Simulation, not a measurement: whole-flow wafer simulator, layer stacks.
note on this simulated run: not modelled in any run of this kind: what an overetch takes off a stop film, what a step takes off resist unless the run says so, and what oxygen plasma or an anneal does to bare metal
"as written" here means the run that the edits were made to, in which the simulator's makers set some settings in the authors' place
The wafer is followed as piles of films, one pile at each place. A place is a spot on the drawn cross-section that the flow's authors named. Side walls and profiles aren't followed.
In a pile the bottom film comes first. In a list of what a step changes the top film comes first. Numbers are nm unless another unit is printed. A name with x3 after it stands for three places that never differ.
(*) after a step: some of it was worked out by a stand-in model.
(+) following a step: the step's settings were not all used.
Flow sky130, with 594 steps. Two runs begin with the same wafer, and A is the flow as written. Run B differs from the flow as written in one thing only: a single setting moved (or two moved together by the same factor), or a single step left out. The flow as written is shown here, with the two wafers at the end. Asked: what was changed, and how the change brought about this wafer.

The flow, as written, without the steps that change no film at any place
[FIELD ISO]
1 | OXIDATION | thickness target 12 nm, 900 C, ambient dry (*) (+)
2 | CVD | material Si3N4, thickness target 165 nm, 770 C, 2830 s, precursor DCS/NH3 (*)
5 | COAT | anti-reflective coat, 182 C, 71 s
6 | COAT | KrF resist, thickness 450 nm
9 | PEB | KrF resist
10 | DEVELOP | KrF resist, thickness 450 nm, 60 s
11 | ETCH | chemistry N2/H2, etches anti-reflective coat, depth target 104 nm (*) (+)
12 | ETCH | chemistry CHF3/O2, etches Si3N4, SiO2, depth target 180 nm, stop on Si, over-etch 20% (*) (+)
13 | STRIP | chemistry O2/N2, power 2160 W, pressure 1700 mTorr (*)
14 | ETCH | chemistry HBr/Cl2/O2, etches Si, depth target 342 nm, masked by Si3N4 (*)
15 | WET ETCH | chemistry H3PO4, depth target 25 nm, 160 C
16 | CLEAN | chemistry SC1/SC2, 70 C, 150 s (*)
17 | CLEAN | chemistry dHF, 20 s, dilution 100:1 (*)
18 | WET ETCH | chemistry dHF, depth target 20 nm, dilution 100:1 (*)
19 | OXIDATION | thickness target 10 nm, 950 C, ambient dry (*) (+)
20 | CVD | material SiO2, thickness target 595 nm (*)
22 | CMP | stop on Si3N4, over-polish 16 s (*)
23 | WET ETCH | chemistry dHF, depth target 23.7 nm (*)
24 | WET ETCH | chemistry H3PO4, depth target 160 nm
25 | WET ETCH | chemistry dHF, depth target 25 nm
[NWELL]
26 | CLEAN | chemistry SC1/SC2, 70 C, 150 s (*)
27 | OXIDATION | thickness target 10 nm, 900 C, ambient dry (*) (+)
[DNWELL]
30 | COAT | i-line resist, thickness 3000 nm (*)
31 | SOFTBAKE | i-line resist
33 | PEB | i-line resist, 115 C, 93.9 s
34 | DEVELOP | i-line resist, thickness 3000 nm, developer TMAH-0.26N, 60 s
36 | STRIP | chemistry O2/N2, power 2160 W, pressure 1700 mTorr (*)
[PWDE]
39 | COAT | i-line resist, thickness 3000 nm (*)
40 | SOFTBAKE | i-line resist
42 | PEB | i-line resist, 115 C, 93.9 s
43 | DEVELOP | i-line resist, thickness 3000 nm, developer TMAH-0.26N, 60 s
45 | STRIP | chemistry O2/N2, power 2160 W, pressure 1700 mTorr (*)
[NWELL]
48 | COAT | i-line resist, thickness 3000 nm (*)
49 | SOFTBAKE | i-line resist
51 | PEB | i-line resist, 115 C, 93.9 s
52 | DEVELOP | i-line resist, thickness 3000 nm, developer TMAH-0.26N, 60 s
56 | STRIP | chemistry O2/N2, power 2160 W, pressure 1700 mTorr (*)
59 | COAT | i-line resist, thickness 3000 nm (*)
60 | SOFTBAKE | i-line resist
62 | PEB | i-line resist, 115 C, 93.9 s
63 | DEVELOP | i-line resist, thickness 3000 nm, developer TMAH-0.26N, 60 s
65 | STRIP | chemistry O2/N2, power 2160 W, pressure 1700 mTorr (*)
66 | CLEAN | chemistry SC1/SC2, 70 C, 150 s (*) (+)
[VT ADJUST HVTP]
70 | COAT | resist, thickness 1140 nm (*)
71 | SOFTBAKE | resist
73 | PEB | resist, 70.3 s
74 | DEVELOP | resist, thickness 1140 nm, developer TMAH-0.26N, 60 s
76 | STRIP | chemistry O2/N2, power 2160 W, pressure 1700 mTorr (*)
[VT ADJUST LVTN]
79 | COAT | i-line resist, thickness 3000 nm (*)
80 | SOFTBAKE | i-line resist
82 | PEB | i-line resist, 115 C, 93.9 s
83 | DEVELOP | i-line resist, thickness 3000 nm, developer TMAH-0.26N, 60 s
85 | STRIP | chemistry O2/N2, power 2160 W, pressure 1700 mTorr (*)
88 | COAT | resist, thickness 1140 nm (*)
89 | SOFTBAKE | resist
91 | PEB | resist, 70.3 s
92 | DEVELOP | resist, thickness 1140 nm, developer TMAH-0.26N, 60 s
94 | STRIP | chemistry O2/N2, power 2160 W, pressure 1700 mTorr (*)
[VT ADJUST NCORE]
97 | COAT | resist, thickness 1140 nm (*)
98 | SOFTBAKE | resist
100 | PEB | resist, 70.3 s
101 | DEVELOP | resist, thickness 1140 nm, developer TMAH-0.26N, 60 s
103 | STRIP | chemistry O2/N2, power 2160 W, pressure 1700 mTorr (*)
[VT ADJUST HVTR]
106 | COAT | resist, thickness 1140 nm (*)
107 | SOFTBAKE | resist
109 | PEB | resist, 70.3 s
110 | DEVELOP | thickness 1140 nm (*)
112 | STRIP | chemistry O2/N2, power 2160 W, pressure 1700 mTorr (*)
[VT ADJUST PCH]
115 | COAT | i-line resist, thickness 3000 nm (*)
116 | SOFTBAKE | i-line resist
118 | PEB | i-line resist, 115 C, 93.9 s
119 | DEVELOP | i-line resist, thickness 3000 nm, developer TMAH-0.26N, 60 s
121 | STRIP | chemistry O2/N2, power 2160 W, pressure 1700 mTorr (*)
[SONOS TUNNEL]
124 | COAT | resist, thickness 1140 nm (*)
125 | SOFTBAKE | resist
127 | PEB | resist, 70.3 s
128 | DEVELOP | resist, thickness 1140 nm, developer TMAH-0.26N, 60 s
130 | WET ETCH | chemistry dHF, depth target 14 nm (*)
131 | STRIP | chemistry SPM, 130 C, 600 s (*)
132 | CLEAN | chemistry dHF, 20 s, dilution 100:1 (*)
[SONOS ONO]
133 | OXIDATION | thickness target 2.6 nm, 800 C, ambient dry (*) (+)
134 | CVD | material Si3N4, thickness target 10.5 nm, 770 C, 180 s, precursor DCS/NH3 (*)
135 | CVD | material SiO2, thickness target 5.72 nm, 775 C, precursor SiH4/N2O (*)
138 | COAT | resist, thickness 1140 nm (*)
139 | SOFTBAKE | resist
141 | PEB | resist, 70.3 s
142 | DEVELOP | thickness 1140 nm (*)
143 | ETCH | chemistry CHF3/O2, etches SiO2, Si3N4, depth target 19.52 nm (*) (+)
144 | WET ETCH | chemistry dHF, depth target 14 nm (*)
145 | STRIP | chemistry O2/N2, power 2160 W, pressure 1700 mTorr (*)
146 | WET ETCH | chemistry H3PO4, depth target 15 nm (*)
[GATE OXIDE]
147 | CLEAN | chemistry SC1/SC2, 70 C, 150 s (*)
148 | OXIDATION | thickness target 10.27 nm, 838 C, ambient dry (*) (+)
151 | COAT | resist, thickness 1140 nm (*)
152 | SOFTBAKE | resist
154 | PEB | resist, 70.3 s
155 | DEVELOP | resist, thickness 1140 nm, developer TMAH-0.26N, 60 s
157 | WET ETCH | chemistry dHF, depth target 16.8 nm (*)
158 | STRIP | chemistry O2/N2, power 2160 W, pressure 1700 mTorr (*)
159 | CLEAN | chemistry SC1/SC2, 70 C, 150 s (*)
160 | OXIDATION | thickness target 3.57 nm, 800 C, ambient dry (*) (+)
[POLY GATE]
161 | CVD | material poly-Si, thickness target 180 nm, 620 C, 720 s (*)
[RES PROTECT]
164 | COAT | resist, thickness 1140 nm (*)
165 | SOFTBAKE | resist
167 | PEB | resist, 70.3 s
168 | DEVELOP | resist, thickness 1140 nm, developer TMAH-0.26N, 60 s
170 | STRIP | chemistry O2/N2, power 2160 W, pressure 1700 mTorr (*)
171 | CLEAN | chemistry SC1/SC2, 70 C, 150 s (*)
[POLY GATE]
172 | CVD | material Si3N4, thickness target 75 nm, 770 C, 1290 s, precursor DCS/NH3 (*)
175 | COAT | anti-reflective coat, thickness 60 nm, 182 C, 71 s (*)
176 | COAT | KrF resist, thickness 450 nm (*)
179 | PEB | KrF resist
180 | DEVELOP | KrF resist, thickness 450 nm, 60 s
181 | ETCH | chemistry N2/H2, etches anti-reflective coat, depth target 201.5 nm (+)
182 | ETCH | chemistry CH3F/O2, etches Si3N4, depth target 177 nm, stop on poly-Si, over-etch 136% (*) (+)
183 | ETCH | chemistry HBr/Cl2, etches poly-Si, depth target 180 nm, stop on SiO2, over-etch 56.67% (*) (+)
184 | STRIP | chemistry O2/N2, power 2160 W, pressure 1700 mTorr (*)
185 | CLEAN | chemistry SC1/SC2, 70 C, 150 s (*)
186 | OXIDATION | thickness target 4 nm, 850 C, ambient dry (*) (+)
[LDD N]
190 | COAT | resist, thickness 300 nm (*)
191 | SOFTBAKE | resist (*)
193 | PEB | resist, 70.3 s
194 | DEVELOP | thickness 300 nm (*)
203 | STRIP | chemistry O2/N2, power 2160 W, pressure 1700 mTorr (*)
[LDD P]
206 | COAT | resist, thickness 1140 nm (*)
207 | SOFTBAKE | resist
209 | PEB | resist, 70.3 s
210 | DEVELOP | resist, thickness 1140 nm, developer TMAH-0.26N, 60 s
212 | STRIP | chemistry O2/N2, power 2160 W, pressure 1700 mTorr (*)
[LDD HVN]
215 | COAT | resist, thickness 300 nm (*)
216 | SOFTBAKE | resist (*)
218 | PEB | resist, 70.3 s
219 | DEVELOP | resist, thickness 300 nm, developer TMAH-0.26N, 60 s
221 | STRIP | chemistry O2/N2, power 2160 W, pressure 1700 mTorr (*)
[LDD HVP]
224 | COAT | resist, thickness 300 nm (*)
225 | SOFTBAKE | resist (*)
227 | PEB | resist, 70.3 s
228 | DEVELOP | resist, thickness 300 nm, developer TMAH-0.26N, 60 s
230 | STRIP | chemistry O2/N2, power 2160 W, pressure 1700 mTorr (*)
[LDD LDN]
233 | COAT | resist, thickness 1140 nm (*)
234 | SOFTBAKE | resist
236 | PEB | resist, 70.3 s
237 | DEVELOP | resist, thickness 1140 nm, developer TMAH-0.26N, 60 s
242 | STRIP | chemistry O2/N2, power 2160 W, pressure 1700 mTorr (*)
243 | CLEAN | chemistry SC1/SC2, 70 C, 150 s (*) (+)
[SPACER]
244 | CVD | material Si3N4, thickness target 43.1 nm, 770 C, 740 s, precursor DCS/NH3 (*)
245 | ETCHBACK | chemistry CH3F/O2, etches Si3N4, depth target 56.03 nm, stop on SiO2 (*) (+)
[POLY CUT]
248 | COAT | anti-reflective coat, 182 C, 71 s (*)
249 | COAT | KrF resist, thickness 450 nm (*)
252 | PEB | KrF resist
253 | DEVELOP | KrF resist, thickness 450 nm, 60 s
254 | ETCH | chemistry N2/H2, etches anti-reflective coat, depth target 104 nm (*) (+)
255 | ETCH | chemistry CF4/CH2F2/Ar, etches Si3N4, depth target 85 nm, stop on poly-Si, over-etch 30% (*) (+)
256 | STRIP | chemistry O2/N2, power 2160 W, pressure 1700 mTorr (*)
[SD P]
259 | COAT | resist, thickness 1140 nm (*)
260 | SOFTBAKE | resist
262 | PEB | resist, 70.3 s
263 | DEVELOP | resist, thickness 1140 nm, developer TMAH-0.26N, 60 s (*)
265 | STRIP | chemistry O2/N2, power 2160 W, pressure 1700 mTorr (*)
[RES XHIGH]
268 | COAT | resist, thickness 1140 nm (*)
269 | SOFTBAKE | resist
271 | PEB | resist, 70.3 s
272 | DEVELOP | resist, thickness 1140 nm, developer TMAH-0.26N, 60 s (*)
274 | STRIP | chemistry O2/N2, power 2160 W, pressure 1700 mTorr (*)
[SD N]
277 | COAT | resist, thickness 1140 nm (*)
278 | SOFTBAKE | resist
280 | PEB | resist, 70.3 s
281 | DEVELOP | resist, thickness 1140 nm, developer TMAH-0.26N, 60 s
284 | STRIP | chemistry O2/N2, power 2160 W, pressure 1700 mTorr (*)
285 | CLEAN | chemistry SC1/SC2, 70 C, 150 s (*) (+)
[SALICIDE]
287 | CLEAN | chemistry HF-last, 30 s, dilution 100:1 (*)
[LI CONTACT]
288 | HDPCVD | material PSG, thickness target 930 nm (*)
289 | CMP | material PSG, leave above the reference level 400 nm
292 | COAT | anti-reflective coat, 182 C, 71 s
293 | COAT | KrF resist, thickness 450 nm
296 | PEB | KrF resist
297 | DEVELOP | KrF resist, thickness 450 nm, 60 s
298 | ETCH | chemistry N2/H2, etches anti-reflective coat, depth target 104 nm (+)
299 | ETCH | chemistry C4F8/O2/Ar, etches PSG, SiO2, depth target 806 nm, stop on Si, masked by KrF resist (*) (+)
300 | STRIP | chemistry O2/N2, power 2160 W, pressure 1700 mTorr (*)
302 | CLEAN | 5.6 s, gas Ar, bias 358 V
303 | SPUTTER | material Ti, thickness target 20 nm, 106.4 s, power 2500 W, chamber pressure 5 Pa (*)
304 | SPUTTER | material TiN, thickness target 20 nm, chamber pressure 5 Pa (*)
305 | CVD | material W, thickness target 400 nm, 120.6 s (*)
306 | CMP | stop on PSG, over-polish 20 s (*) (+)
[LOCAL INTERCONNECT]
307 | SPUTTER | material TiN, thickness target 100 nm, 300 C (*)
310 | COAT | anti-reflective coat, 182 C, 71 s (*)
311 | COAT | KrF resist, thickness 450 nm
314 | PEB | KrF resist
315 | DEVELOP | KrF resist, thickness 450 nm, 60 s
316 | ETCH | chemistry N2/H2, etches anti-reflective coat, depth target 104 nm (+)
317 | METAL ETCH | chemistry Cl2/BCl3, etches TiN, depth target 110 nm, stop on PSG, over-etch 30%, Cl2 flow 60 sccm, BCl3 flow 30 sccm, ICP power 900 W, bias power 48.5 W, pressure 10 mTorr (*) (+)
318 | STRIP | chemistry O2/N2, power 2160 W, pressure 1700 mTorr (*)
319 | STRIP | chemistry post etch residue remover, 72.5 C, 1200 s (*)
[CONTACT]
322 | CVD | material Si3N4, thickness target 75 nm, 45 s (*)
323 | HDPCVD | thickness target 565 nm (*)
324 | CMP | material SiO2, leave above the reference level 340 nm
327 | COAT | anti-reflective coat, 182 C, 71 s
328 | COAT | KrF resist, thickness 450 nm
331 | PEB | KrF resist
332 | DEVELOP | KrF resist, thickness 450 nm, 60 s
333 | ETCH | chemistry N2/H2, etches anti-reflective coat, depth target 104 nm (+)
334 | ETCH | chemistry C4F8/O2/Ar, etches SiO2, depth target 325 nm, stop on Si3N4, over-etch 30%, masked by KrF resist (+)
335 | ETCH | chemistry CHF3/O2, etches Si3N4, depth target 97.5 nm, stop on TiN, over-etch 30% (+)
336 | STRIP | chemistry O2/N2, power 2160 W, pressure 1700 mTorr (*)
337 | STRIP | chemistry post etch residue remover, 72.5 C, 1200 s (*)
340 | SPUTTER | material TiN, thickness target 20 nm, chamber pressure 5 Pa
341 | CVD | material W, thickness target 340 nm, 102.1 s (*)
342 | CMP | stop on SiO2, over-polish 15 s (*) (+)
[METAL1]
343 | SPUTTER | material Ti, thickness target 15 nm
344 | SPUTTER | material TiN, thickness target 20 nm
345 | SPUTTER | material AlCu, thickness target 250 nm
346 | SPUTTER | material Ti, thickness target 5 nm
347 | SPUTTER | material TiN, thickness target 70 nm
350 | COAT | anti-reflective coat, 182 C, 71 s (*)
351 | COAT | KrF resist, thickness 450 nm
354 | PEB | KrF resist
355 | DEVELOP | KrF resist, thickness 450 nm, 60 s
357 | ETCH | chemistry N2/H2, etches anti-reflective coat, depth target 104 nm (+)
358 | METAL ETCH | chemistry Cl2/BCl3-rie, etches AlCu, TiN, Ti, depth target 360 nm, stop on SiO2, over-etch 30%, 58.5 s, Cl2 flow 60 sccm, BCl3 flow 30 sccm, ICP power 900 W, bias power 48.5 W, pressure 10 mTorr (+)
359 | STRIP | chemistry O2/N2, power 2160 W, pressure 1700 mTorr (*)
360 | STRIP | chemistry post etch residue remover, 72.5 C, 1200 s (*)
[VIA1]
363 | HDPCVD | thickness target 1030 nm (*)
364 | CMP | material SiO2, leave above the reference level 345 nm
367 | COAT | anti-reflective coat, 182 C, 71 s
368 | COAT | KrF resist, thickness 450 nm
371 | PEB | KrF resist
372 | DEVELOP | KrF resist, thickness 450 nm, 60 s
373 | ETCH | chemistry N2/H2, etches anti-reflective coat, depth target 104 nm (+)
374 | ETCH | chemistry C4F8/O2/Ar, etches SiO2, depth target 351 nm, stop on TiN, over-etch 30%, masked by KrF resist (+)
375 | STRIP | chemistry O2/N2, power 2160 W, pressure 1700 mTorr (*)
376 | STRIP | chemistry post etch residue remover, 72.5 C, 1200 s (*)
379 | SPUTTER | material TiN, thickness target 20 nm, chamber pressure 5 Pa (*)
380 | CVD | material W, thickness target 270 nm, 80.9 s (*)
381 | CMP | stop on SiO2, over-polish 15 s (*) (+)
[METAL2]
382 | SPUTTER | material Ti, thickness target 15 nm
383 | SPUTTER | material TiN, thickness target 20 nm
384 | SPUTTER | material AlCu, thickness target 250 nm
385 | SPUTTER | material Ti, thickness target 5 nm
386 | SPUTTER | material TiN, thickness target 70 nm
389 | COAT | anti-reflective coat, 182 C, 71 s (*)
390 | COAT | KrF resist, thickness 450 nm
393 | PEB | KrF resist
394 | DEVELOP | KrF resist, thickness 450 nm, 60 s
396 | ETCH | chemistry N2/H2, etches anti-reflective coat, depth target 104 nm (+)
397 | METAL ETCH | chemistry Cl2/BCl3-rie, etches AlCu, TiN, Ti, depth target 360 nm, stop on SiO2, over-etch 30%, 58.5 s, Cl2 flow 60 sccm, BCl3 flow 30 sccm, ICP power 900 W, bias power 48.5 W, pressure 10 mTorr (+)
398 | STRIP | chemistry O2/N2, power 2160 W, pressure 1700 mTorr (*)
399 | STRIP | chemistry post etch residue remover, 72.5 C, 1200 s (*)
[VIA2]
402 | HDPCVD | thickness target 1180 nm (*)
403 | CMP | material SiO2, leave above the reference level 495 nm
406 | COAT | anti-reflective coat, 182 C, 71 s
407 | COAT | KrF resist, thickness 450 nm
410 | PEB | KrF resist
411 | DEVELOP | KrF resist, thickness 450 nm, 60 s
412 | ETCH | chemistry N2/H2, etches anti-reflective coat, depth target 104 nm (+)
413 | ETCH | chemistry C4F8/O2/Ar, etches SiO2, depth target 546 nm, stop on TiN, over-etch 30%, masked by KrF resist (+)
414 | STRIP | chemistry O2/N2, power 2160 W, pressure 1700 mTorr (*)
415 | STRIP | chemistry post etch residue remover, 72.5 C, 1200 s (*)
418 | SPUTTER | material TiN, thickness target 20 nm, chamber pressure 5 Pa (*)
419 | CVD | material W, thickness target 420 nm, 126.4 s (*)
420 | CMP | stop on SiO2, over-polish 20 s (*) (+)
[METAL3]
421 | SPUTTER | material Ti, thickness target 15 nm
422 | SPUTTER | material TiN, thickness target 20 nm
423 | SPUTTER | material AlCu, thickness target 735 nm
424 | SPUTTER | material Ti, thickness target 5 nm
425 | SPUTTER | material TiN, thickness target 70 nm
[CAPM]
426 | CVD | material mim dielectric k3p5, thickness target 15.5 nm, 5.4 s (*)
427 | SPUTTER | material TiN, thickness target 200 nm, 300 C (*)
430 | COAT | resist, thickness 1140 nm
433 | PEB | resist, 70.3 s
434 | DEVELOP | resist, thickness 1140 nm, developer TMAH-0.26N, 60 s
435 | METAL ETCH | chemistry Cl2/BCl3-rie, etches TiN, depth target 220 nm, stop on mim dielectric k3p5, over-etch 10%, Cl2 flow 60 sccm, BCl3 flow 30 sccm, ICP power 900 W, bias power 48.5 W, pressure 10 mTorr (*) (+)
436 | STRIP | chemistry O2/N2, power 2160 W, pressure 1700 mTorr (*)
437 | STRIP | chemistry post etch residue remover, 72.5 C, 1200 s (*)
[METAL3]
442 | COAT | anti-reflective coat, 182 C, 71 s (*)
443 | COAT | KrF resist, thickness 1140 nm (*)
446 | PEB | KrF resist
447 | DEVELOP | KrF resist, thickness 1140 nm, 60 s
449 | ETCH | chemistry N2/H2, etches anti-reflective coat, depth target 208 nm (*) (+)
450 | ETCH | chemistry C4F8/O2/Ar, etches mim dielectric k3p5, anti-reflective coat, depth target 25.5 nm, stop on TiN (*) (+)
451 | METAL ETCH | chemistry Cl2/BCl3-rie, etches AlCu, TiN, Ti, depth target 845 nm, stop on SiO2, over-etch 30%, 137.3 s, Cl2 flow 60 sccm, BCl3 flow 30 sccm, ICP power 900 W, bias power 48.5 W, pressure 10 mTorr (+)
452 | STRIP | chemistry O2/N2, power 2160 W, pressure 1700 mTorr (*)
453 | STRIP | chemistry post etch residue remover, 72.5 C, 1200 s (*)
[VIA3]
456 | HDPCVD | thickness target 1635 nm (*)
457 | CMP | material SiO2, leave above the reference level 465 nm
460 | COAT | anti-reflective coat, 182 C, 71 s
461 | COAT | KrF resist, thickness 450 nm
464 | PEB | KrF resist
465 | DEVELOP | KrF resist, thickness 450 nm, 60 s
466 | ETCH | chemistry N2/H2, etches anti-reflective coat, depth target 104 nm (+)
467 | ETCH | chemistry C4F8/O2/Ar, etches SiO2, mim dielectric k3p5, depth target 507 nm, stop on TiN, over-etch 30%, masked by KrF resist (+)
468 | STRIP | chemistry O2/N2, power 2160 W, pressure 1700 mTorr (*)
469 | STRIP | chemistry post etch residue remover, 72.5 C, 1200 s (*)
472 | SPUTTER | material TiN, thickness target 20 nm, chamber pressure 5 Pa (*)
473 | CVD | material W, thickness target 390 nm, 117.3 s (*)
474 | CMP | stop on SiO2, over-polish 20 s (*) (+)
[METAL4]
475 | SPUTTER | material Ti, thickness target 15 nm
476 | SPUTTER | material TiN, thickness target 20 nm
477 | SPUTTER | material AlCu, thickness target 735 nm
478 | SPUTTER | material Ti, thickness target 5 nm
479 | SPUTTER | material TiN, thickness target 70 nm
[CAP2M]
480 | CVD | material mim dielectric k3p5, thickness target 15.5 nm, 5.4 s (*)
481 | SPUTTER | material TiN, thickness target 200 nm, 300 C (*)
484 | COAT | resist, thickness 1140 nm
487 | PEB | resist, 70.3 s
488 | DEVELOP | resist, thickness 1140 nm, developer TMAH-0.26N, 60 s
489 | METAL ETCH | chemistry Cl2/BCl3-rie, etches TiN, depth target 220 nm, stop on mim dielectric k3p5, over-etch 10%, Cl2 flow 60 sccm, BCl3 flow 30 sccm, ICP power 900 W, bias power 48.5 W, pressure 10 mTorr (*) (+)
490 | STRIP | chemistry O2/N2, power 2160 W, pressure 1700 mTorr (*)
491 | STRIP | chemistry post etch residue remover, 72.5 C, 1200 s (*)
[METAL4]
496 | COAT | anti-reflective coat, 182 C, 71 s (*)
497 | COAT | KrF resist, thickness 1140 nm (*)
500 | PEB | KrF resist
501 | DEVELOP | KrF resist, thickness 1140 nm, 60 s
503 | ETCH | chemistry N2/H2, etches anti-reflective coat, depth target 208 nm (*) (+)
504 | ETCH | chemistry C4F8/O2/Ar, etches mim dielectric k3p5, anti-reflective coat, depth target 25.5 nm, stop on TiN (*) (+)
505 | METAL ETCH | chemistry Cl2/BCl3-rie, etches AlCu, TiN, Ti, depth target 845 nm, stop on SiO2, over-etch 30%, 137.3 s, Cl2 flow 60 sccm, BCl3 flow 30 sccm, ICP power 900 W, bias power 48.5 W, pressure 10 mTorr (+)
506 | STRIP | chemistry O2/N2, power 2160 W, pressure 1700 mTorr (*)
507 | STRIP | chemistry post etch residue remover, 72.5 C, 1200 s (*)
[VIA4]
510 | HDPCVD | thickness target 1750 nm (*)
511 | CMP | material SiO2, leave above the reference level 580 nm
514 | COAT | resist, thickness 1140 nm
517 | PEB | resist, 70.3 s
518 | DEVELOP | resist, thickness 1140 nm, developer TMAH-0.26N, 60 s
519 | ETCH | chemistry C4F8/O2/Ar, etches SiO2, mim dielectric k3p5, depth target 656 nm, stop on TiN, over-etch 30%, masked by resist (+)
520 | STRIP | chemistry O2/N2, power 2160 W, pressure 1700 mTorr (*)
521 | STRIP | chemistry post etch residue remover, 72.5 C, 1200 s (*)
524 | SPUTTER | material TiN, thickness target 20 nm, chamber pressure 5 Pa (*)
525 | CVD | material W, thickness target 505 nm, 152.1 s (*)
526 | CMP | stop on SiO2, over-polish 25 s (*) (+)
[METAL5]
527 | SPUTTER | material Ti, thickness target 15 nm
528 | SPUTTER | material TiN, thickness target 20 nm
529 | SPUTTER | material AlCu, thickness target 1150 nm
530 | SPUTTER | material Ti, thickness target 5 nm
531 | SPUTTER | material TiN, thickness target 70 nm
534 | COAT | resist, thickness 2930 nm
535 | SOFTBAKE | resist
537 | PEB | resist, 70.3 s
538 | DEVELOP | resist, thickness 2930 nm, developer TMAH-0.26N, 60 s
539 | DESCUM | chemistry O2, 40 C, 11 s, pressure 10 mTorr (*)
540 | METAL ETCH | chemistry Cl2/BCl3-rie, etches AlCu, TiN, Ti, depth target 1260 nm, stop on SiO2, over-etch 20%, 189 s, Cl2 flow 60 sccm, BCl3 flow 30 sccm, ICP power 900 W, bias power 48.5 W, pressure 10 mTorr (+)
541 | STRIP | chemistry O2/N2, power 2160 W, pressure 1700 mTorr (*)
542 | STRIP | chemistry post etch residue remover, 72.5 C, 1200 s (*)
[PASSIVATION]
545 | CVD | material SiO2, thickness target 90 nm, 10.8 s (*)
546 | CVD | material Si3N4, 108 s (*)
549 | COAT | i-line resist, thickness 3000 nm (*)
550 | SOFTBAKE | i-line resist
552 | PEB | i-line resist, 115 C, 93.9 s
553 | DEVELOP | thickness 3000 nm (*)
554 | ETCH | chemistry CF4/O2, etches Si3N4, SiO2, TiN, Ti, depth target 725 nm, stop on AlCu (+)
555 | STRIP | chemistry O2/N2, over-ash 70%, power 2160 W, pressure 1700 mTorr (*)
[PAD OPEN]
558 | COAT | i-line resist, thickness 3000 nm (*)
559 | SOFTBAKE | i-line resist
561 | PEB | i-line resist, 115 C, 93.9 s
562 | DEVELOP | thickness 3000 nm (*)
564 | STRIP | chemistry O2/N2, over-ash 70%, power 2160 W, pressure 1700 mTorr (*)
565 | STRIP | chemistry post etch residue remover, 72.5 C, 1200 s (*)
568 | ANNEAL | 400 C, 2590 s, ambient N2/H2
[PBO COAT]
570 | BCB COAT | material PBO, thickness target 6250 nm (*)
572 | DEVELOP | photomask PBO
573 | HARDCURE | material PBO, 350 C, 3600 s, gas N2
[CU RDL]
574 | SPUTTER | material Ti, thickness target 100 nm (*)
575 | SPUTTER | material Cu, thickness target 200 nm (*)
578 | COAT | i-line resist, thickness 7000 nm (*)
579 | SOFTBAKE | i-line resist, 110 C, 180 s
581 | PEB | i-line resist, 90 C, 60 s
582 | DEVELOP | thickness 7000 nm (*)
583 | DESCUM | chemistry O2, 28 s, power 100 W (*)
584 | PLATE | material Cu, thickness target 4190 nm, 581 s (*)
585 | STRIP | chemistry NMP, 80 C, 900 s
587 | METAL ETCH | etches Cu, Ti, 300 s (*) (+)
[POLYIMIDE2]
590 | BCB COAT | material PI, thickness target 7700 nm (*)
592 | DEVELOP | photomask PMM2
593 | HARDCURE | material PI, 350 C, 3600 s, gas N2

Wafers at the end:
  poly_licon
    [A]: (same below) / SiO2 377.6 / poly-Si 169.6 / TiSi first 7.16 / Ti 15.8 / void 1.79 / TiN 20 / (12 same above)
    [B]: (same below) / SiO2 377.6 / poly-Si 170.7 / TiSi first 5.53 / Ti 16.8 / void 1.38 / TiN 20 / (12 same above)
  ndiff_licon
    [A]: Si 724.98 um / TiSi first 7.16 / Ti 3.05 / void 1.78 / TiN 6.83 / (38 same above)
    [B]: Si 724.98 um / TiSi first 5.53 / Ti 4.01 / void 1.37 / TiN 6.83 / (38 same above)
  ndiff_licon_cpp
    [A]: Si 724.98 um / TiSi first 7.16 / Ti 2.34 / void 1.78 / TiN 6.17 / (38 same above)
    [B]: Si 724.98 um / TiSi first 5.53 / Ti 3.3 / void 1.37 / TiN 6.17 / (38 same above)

Cause: step 568, ANNEAL: 1036 s was run, while the flow as written has 2590 s.

Step by step, how the change led to this:
  568 | ANNEAL | 400 C, 2590 s, ambient N2/H2
      poly_licon, rpo_hd_licon: A under 11 films: +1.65 void (new film), -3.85 Ti, +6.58 TiSi first (new film), -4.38 poly-Si | B under 11 films: +1.19 void (new film), -2.78 Ti, +4.75 TiSi first (new film), -3.16 poly-Si
      ndiff_licon, ndiff_licon_cpp: A under 37 films: +1.63 void (new film), -3.85 Ti, +6.58 TiSi first (new film), -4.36 Si | B under 37 films: +1.18 void (new film), -2.78 Ti, +4.75 TiSi first (new film), -3.15 Si
